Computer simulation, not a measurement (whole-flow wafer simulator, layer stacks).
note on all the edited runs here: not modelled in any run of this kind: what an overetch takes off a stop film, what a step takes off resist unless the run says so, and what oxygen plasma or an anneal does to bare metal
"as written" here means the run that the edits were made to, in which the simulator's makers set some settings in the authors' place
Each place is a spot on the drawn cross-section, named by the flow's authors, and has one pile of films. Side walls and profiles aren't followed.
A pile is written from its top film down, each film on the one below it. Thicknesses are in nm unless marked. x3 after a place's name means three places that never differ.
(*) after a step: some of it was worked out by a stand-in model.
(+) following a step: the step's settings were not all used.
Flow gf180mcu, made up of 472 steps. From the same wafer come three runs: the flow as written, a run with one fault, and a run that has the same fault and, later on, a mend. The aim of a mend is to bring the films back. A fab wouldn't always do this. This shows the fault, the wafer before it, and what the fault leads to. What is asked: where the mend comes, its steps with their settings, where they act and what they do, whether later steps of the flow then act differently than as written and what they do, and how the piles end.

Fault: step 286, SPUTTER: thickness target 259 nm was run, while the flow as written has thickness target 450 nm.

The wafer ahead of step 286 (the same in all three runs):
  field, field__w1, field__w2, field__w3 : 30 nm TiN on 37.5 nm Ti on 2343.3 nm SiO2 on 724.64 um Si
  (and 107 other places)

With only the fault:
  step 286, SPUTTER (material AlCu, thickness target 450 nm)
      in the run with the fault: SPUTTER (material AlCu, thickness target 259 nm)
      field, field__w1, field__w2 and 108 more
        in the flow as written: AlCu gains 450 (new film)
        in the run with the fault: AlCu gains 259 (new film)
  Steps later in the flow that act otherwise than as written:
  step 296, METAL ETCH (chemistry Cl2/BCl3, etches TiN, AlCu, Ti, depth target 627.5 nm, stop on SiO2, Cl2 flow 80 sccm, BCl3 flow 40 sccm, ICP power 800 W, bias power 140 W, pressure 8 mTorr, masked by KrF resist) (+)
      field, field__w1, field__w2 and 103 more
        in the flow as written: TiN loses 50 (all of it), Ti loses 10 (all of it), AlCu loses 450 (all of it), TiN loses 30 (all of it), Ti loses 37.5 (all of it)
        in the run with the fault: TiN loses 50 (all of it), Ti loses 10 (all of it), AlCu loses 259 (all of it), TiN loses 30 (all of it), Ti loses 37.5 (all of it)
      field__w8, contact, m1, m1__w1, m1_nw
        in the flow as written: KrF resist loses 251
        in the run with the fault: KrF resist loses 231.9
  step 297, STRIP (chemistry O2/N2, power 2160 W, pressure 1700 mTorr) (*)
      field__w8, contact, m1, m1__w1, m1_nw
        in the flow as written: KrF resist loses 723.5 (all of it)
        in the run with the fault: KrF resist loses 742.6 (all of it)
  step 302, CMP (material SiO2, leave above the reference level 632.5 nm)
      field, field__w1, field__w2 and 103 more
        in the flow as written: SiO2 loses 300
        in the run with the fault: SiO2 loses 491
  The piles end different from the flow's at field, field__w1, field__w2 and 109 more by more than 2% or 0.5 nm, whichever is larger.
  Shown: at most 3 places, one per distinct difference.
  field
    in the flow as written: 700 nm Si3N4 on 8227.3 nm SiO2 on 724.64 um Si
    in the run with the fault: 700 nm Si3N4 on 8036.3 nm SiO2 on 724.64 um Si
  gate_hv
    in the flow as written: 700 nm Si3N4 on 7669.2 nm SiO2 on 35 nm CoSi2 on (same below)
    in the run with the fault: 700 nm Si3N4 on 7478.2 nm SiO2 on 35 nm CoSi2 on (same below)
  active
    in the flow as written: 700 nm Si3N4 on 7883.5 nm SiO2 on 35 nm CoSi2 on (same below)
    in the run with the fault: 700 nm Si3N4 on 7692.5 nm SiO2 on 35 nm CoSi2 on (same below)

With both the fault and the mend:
  After step 286 comes the mend.
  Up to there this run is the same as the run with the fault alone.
  step 286a, SPUTTER (material AlCu, thickness target 191 nm) (a further turn of the flow's step 286, with different settings)
      field, field__w1, field__w2 and 108 more
        AlCu gains 191
  Every later step of the flow that is run acts as written at every place that is followed.
  The piles end the same as the flow's at every place that both follow.
